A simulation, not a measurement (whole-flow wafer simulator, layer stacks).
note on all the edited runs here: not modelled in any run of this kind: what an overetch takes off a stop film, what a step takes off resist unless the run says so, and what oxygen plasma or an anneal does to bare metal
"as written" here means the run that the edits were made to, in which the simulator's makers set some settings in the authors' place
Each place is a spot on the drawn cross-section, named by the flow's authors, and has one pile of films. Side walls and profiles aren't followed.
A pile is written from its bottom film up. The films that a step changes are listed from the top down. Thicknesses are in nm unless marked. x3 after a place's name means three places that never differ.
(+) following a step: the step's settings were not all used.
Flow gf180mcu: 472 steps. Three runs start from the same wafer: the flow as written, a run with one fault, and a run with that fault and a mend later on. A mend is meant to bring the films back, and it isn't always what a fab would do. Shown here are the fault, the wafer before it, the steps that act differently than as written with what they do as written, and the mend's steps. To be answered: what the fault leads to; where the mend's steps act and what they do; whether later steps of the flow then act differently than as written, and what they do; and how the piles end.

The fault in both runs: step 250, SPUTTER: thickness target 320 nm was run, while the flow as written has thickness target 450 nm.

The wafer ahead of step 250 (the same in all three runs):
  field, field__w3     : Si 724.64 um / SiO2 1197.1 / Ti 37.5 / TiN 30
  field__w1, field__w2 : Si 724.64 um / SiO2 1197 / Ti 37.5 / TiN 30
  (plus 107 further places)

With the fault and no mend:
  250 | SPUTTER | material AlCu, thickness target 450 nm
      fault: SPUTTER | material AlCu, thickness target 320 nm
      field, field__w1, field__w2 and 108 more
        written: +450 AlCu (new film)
        fault: +320 AlCu (new film)
  Later steps of the flow acting differently than as written:
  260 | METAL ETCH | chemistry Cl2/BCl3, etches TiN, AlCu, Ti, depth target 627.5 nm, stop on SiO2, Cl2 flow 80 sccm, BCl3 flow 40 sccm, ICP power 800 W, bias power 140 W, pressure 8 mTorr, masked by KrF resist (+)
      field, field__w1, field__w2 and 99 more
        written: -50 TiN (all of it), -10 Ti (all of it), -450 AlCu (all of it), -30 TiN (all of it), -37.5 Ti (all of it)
        fault: -50 TiN (all of it), -10 Ti (all of it), -320 AlCu (all of it), -30 TiN (all of it), -37.5 Ti (all of it)
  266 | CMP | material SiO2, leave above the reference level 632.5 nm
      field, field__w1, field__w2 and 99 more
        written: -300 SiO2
        fault: -430 SiO2
  By the end, the piles at field__w4, field__w8, contact and 9 more depart from the flow's by more than 2% or 0.5 nm, whichever is larger.
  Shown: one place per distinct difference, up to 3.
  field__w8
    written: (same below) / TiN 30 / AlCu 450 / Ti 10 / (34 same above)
    fault: (same below) / TiN 30 / AlCu 320 / Ti 10 / (34 same above)
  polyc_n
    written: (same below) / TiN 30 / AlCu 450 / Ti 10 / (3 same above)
    fault: (same below) / TiN 30 / AlCu 320 / Ti 10 / (3 same above)
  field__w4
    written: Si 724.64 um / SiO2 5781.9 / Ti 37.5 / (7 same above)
    fault: Si 724.64 um / SiO2 5651.9 / Ti 37.5 / (7 same above)

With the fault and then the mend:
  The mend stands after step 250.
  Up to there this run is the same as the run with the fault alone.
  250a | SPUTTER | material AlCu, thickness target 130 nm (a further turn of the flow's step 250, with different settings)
      field, field__w1, field__w2 and 108 more
        +130 AlCu
  None of the later steps of the flow acts differently than as written at any place that is followed.
  The piles end the same as the flow's at every place that both follow.
